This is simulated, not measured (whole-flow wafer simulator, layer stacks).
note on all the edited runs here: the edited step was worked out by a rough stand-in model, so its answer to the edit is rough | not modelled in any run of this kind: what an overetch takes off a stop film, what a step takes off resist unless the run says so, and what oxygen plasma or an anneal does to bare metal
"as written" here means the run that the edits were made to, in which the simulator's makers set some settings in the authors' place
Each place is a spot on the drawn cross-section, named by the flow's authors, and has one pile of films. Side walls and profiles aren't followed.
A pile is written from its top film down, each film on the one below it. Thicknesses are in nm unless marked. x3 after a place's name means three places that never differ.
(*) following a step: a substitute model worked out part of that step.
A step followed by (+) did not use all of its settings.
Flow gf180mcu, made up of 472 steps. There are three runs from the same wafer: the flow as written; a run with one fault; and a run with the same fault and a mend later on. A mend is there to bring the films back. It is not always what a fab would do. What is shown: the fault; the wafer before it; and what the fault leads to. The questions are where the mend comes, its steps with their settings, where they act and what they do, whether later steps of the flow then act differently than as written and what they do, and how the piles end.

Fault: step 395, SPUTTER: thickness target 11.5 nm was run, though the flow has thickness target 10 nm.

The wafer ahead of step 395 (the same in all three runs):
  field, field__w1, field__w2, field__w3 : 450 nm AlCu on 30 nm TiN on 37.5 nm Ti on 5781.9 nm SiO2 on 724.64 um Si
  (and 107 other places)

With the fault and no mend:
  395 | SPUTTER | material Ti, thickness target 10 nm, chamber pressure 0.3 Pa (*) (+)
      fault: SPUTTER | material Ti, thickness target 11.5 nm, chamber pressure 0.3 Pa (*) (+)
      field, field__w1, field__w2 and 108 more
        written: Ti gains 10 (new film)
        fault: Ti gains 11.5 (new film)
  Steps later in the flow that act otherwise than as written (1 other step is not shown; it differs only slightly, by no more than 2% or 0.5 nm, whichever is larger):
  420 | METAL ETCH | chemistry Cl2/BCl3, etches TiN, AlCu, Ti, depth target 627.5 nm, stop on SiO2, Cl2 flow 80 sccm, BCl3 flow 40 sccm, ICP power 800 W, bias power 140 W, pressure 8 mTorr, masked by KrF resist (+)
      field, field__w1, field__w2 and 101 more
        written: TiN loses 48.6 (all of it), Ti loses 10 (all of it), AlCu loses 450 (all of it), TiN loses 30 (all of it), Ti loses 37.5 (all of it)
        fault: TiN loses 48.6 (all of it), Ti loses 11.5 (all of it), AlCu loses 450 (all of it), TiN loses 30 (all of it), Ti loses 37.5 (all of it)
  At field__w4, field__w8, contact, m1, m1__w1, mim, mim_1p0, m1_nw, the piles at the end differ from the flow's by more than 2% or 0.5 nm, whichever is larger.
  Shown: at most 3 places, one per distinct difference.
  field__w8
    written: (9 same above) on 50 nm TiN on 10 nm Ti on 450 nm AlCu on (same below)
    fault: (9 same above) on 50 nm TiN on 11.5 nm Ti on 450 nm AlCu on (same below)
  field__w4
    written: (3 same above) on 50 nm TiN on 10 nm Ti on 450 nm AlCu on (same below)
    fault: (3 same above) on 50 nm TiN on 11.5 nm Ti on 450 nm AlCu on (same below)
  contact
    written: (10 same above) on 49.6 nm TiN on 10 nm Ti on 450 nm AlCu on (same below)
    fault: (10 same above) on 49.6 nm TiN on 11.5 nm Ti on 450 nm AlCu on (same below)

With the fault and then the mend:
  The mend stands after step 395.
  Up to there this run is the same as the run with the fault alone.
  395a | METAL ETCH | chemistry Cl2/BCl3, etches TiN, AlCu, Ti, depth target 1.5 nm, Cl2 flow 80 sccm, BCl3 flow 40 sccm, ICP power 800 W, bias power 140 W, pressure 8 mTorr (a further turn of the flow's step 260, with different settings)
      field, field__w1, field__w2 and 108 more
        Ti loses 1.5
  Later steps of the flow that are run all act as written at every place that is followed.
  By the end, the piles equal the flow's at every place that both follow.
